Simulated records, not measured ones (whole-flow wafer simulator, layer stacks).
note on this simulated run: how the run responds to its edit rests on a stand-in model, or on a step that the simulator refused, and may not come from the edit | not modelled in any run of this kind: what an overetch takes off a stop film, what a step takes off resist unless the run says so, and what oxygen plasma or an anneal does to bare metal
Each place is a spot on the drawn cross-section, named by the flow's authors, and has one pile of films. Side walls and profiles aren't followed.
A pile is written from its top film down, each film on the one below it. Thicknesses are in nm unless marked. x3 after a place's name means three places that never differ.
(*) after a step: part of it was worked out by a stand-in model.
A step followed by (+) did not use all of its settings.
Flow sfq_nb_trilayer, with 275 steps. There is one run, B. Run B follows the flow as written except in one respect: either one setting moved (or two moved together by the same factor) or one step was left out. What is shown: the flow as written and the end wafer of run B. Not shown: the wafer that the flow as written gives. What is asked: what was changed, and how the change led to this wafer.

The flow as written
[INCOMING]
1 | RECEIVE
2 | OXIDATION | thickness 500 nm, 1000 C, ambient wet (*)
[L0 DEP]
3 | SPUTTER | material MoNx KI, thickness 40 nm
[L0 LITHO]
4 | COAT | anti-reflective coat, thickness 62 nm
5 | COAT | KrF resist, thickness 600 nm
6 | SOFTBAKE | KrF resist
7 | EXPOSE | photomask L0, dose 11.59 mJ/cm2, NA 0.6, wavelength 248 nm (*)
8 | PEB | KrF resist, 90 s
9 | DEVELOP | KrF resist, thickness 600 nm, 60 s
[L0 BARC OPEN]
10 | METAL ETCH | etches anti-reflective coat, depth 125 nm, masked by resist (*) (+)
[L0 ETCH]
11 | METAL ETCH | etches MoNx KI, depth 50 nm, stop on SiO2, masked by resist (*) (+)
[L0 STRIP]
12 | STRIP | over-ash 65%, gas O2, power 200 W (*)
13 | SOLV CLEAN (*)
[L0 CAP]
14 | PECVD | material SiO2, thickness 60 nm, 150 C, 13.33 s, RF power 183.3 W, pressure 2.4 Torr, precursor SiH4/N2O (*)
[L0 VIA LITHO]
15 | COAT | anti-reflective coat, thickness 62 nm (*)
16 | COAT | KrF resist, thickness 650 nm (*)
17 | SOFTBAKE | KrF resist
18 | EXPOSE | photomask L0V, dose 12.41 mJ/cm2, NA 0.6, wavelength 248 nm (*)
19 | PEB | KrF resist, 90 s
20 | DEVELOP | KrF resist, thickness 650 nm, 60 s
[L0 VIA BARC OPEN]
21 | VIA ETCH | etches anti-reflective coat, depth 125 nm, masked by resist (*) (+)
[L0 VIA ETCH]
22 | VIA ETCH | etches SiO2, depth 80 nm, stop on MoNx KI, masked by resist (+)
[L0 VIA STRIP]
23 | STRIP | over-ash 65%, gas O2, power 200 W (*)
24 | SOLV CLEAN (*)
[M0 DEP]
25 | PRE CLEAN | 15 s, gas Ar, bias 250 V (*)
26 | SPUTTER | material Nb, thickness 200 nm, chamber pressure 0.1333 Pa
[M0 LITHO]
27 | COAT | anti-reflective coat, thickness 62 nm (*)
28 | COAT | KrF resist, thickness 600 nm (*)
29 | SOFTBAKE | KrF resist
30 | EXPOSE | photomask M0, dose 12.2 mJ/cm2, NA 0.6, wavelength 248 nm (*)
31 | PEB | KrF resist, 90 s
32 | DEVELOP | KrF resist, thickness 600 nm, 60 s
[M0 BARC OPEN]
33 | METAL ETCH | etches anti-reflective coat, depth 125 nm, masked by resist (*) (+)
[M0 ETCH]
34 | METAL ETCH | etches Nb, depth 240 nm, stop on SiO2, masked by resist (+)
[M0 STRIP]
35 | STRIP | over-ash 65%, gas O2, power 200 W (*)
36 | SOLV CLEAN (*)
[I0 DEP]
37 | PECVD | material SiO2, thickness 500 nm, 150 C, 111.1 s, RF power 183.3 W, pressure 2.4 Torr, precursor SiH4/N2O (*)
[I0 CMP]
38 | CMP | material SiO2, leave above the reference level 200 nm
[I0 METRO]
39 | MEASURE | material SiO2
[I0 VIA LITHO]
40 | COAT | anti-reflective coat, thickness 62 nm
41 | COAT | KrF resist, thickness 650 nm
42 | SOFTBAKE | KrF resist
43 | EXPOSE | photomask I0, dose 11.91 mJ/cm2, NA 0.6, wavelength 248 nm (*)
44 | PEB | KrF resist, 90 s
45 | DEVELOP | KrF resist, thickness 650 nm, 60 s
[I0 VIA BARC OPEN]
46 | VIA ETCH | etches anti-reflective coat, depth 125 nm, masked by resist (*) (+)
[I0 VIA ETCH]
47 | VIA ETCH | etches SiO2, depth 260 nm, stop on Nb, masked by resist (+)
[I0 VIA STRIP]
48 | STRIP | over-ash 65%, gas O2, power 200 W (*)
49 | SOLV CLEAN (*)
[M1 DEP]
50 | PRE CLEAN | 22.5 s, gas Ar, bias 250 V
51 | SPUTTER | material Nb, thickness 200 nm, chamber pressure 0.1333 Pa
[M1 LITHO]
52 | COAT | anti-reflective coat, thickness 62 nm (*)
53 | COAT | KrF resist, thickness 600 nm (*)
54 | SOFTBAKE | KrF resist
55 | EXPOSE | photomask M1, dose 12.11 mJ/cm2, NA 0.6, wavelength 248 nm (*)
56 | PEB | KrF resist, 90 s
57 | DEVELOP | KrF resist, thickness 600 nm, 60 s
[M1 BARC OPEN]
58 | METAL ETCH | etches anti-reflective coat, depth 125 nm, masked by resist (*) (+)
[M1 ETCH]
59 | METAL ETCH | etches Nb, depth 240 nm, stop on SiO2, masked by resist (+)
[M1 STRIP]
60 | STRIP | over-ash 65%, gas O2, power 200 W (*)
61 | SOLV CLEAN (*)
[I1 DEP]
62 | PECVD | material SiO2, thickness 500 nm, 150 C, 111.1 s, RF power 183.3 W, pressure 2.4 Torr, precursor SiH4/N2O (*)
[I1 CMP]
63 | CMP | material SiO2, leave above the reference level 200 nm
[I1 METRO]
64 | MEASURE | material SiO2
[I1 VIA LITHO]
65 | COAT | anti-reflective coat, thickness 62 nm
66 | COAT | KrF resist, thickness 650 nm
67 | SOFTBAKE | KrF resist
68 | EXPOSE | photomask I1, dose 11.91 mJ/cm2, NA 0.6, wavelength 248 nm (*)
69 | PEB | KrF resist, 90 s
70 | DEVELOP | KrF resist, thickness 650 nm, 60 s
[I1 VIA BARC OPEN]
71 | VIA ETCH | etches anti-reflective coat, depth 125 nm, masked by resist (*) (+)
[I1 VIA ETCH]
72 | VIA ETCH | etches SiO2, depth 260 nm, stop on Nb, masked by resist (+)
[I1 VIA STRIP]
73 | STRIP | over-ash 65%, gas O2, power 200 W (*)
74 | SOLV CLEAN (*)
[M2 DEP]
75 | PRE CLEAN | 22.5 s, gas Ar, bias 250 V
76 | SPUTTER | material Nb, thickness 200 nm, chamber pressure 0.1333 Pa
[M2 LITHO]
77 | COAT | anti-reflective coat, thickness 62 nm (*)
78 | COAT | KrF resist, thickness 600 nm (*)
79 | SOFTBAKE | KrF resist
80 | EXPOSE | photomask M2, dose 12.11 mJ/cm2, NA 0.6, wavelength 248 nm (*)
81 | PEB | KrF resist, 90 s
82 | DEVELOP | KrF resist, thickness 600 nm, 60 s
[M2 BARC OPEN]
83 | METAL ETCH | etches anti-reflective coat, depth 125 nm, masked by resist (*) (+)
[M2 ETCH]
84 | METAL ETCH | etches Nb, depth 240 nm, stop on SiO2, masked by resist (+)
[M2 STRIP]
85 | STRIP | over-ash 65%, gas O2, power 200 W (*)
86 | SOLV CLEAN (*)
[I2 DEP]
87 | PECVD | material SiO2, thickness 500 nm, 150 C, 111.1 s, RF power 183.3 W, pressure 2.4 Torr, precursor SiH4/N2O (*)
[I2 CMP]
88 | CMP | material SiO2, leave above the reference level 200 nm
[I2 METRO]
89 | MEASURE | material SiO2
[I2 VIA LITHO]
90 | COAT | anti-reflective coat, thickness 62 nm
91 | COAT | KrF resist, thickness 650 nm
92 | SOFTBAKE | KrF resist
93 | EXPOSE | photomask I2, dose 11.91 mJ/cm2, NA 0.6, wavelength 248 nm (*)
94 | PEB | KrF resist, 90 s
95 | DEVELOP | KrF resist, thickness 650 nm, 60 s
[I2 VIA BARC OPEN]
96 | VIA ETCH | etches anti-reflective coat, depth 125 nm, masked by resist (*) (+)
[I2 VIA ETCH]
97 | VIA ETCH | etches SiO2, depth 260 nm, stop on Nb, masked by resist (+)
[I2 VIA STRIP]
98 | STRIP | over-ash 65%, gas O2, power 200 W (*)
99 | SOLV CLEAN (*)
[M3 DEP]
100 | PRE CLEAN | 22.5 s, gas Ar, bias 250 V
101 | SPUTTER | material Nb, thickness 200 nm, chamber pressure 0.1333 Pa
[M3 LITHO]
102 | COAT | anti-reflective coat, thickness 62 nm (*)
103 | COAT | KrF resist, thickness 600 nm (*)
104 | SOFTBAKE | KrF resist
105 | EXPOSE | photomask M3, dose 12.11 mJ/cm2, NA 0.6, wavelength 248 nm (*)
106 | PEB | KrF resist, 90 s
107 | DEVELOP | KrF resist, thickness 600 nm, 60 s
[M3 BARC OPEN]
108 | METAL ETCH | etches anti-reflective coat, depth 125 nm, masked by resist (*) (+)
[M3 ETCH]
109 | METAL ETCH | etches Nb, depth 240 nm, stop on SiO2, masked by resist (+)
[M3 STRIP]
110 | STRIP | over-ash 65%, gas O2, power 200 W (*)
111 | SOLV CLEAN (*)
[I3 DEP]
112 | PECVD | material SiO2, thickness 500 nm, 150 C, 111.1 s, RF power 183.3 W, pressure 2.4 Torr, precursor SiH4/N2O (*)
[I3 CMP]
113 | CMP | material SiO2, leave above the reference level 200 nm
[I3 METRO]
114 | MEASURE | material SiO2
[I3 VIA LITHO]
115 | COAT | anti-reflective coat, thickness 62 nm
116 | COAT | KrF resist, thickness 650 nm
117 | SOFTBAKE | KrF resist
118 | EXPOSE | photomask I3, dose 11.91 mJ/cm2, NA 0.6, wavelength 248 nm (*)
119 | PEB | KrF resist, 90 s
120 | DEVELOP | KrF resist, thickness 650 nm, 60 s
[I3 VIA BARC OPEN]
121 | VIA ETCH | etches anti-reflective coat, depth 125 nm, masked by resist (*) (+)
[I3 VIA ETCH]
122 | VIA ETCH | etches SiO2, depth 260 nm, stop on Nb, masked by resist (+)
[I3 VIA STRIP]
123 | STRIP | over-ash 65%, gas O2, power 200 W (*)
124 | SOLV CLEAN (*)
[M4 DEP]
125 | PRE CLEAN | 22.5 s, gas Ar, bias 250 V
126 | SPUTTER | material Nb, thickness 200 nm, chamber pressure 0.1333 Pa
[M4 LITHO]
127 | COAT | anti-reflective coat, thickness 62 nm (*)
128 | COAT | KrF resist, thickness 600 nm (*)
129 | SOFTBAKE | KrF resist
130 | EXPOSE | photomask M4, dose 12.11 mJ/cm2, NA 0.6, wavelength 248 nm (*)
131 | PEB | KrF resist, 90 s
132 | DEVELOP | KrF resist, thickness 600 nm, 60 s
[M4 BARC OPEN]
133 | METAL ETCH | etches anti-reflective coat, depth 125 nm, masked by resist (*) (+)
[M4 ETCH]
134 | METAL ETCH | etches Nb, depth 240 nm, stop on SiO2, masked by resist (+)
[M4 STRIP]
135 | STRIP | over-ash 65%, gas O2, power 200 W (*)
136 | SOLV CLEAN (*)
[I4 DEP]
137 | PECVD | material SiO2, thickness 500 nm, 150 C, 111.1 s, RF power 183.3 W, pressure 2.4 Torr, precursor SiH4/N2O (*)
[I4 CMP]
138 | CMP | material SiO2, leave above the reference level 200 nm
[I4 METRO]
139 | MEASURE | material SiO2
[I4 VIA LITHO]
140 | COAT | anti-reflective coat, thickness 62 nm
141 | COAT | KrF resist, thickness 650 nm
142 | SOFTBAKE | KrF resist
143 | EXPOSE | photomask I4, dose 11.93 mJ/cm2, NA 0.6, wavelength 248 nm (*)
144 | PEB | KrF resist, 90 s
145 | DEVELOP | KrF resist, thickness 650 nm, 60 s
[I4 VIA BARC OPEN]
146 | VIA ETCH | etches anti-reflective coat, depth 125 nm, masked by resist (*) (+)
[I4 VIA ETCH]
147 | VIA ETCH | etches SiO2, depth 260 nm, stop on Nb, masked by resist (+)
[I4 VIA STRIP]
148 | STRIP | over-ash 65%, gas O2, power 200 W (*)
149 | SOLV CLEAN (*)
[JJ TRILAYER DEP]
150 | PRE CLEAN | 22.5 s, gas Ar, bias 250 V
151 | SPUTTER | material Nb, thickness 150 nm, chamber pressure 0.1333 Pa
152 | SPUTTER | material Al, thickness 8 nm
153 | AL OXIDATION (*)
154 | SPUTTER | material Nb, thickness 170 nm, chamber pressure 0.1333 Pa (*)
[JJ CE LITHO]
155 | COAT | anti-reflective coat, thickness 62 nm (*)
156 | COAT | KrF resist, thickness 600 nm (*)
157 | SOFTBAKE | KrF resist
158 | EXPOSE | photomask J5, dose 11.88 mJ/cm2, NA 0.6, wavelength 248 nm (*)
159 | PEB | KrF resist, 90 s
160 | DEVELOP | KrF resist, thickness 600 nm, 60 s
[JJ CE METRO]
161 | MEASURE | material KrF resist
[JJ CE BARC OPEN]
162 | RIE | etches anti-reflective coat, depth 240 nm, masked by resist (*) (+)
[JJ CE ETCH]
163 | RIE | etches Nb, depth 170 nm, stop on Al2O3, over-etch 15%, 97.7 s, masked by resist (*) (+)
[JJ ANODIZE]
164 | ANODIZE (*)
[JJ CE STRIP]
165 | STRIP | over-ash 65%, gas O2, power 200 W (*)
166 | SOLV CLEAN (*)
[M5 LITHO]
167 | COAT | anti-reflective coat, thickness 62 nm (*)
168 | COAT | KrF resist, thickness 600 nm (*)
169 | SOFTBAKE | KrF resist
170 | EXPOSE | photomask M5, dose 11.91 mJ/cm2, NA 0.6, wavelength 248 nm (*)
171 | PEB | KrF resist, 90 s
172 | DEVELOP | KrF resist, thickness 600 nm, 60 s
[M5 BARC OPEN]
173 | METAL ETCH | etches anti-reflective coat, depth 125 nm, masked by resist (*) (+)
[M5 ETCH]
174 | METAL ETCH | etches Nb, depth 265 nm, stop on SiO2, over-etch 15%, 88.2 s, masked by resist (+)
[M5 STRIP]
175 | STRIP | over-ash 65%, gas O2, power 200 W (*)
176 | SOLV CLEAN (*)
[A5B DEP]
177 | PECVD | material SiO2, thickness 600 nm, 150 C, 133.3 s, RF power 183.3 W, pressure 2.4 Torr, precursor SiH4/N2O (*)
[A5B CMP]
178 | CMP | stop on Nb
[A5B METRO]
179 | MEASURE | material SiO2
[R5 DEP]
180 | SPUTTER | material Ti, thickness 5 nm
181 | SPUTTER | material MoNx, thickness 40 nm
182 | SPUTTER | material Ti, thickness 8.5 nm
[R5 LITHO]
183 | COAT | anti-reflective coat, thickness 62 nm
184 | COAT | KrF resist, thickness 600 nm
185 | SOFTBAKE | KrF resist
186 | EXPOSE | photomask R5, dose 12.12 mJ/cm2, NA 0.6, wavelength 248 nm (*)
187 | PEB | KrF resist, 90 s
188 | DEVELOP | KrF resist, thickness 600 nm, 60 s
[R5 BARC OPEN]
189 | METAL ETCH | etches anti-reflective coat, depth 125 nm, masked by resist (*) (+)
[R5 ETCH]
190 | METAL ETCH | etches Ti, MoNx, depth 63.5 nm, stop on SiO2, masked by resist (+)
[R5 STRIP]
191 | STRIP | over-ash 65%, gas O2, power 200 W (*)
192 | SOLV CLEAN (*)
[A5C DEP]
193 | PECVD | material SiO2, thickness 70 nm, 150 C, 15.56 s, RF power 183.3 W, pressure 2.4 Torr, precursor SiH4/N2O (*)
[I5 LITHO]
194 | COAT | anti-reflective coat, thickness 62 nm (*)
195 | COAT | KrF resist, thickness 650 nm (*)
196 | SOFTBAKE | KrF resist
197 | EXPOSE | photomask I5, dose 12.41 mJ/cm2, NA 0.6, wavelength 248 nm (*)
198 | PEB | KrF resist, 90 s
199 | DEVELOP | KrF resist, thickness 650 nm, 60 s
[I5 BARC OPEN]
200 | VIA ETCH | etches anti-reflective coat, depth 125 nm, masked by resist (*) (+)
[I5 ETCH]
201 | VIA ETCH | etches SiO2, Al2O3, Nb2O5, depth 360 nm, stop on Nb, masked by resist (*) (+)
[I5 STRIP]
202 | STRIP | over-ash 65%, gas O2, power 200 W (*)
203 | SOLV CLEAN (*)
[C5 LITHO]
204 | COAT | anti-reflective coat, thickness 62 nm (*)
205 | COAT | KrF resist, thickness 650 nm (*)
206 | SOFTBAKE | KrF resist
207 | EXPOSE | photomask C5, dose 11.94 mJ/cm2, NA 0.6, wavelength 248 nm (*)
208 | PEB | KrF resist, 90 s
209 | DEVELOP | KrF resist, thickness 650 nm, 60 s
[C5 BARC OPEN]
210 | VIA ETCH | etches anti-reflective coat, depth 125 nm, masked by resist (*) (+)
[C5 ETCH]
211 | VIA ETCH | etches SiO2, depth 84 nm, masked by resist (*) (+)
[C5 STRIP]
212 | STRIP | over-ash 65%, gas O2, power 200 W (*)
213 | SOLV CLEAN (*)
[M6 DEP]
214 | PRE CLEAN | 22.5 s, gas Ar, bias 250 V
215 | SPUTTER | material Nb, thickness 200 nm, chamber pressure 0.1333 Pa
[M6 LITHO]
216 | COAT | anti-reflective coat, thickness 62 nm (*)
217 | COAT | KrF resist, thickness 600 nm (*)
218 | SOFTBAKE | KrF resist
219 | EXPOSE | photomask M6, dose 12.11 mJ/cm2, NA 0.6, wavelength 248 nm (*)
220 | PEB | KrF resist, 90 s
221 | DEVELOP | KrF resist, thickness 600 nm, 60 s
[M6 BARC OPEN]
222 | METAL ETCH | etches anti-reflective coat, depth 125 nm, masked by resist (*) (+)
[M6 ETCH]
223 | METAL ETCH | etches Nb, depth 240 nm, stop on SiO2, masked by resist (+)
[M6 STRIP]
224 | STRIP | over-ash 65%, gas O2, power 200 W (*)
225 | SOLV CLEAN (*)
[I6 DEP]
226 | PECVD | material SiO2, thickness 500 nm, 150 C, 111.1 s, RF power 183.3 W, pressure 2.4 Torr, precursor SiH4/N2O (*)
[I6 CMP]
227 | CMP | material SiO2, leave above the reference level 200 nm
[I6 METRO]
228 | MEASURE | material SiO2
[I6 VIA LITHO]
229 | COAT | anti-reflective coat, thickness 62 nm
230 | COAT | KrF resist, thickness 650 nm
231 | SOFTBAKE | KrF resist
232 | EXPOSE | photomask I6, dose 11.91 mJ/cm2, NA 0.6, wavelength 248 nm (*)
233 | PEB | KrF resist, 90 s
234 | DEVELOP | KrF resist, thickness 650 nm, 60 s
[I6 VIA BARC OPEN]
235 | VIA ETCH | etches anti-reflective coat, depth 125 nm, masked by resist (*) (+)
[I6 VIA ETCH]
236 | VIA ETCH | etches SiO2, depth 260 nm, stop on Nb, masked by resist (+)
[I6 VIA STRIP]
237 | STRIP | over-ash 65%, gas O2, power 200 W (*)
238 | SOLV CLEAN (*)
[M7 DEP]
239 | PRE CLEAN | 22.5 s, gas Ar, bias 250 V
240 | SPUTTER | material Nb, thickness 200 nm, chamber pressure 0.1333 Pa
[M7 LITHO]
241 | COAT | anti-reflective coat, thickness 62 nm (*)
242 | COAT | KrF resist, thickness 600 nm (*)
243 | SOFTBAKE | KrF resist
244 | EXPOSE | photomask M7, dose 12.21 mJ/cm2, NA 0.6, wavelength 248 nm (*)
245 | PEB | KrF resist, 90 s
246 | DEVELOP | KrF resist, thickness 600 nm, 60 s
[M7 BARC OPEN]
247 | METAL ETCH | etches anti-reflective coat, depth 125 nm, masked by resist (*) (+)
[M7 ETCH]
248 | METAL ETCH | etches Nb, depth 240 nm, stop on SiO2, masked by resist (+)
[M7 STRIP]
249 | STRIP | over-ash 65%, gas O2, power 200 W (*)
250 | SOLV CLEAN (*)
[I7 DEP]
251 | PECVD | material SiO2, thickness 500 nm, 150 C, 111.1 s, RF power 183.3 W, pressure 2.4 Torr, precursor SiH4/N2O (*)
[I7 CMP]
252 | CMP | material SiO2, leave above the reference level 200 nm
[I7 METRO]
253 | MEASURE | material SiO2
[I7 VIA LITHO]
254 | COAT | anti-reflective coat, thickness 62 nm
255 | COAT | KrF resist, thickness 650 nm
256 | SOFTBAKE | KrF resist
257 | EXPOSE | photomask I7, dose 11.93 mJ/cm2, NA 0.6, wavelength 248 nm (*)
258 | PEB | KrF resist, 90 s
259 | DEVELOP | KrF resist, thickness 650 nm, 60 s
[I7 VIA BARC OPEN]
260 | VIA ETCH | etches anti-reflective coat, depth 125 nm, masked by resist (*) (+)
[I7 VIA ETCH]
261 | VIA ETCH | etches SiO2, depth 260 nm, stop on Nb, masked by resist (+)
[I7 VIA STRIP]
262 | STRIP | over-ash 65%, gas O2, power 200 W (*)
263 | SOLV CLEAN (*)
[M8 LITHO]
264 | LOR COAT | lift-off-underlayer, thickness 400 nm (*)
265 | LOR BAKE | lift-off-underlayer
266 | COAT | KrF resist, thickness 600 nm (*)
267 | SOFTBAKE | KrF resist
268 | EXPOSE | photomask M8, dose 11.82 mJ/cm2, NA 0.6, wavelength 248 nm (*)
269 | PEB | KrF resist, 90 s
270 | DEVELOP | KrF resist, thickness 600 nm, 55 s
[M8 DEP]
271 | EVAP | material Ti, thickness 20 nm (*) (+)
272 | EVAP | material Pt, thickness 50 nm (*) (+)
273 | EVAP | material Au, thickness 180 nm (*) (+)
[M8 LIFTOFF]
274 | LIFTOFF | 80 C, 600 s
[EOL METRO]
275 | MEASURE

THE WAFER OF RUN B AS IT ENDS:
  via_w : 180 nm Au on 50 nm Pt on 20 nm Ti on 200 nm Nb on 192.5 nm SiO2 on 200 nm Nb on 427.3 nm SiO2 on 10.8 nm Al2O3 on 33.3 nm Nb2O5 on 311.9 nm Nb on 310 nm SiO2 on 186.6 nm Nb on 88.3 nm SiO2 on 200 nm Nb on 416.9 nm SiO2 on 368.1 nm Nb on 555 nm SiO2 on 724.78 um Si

Cause: step 97, VIA ETCH: depth 104 nm was run, while the flow as written has depth 260 nm.

The path from the change to this, step by step:
  97 | VIA ETCH | etches SiO2, depth 260 nm, stop on Nb, masked by resist (+)
      via_w: SiO2 loses 104 (in the flow as written it would be: SiO2 loses 199.8 (all of it))
      field_l, v_sur, via_wl and 102 more: KrF resist loses 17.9 (in the flow as written it would be: KrF resist loses 44.8)
  98 | STRIP | over-ash 65%, gas O2, power 200 W (*)
      field_l, v_sur, via_wl and 102 more: KrF resist loses 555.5 (all of it), anti-reflective coat loses 62 (all of it) (in the flow as written it would be: KrF resist loses 528.6 (all of it), anti-reflective coat loses 62 (all of it))
  100 | PRE CLEAN | 22.5 s, gas Ar, bias 250 V
      via_w: SiO2 loses 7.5 (in the flow as written it would be: Nb loses 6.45)
  101 | SPUTTER | material Nb, thickness 200 nm, chamber pressure 0.1333 Pa
      via_w: Nb gains 186.6 (new film) (in the flow as written it would be: Nb gains 165.5)
  102 | COAT | anti-reflective coat, thickness 62 nm (*)
      via_wl, via_wr: anti-reflective coat gains 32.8 (new film) (in the flow as written it would be: anti-reflective coat gains 34.2 (new film))
      v_sur: anti-reflective coat gains 56.9 (new film) (in the flow as written it would be: anti-reflective coat gains 61.1 (new film))
      (as well as at 2 more places)
  103 | COAT | KrF resist, thickness 600 nm (*)
      via_wl: KrF resist gains 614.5 (new film) (in the flow as written it would be: KrF resist gains 601.8 (new film))
      via_w: KrF resist gains 654.3 (new film) (in the flow as written it would be: KrF resist gains 737.9 (new film))
      (as well as at 1 more place)
  110 | STRIP | over-ash 65%, gas O2, power 200 W (*)
      v_sur: KrF resist loses 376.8 (all of it), anti-reflective coat loses 56.9 (all of it) (in the flow as written it would be: KrF resist loses 365.3 (all of it), anti-reflective coat loses 61.1 (all of it))
      via_wl: KrF resist loses 396.8 (all of it), anti-reflective coat loses 32.8 (all of it) (in the flow as written it would be: KrF resist loses 384.2 (all of it), anti-reflective coat loses 34.2 (all of it))
      (as well as at 3 more places)
  112 | PECVD | material SiO2, thickness 500 nm, 150 C, 111.1 s, RF power 183.3 W, pressure 2.4 Torr, precursor SiH4/N2O (*)
      via_w: SiO2 gains 500 (new film) (in the flow as written it would be: SiO2 gains 615 (new film))
If metal films that touch count as one body, via_w has 6 bodies (between them, from the top down: SiO2 192.5; SiO2 427.3 / Al2O3 10.8 / Nb2O5 33.3; SiO2 310; SiO2 88.3; SiO2 416.9); the flow as written gives 5 bodies (between them, from the top down: SiO2 192.5; SiO2 427.3 / Al2O3 10.8 / Nb2O5 33.3; SiO2 425.9; SiO2 416.9).
